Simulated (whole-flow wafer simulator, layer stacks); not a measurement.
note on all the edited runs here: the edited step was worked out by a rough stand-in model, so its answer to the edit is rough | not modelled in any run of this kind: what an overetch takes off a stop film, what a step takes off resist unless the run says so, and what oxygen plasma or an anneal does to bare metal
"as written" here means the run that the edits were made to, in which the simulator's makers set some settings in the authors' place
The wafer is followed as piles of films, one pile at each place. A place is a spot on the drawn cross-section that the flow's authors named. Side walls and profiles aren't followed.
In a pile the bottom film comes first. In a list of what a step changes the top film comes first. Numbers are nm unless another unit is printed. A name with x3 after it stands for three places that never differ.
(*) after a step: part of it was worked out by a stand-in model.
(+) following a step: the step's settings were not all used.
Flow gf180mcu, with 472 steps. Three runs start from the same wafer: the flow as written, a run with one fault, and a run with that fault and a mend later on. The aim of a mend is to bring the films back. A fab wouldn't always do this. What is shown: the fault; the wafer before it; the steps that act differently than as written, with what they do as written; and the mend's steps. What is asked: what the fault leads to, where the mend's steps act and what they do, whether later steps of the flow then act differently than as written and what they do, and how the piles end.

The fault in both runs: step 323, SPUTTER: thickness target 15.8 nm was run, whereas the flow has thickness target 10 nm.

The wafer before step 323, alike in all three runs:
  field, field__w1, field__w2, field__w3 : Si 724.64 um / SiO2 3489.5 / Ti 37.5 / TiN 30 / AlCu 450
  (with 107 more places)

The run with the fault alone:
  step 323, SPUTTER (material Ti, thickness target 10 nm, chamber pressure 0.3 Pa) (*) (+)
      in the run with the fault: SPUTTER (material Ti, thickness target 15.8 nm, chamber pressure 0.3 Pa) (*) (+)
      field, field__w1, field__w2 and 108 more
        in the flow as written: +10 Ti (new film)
        in the run with the fault: +15.8 Ti (new film)
  Steps later in the flow that act otherwise than as written (5 other steps are not shown; they differ only slightly, by no more than 2% or 0.5 nm, whichever is larger):
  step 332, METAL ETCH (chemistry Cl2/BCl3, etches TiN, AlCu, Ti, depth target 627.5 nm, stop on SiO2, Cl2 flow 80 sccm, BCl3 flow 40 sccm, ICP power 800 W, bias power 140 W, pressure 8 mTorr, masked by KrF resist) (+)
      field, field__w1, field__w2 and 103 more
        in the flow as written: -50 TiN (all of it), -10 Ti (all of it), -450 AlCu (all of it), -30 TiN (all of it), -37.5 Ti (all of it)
        in the run with the fault: -50 TiN (all of it), -15.8 Ti (all of it), -450 AlCu (all of it), -30 TiN (all of it), -37.5 Ti (all of it)
  At field__w8, contact, m1, m1__w1, m1_nw, the piles at the end differ from the flow's by more than 2% or 0.5 nm, whichever is larger.
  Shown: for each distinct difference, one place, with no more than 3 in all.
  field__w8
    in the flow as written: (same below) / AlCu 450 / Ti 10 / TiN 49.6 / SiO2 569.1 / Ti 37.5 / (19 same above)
    in the run with the fault: (same below) / AlCu 450 / Ti 15.8 / TiN 49.6 / SiO2 563.3 / Ti 37.5 / (19 same above)
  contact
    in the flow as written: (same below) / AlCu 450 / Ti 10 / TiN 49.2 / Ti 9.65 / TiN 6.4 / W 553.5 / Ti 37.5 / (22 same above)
    in the run with the fault: (same below) / AlCu 450 / Ti 15.8 / TiN 49.2 / Ti 9.69 / TiN 6.43 / W 547.6 / Ti 37.5 / (22 same above)

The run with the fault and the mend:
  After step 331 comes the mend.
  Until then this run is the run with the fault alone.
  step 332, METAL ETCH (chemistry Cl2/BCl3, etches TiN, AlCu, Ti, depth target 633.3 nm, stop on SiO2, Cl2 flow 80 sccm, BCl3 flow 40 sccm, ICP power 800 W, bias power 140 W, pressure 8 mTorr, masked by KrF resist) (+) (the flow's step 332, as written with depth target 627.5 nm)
      field, field__w1, field__w2 and 103 more
        -50 TiN (all of it), -15.8 Ti (all of it), -450 AlCu (all of it), -30 TiN (all of it), -37.5 Ti (all of it)
      field__w8, contact, m1, m1__w1, m1_nw
        -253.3 KrF resist
  Every later step of the flow that is run acts as written, at every place that is followed, to within 2% or 0.5 nm, whichever is larger.
  At field__w8, contact, m1, m1__w1, m1_nw, the piles at the end differ from the flow's by more than 2% or 0.5 nm, whichever is larger.
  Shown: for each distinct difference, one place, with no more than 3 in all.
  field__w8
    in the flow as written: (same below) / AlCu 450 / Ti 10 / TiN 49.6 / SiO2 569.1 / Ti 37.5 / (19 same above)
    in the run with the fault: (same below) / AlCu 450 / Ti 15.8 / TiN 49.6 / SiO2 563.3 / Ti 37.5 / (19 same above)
    in the run with the mend: (same below) / AlCu 450 / Ti 15.8 / TiN 49.6 / SiO2 563.3 / Ti 37.5 / (19 same above)
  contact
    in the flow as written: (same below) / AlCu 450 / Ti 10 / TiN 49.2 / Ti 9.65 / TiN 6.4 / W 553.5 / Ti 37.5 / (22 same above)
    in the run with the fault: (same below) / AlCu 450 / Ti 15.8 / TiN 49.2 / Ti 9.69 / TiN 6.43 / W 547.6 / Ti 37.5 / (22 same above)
    in the run with the mend: (same below) / AlCu 450 / Ti 15.8 / TiN 49.2 / Ti 9.69 / TiN 6.43 / W 547.6 / Ti 37.5 / (22 same above)
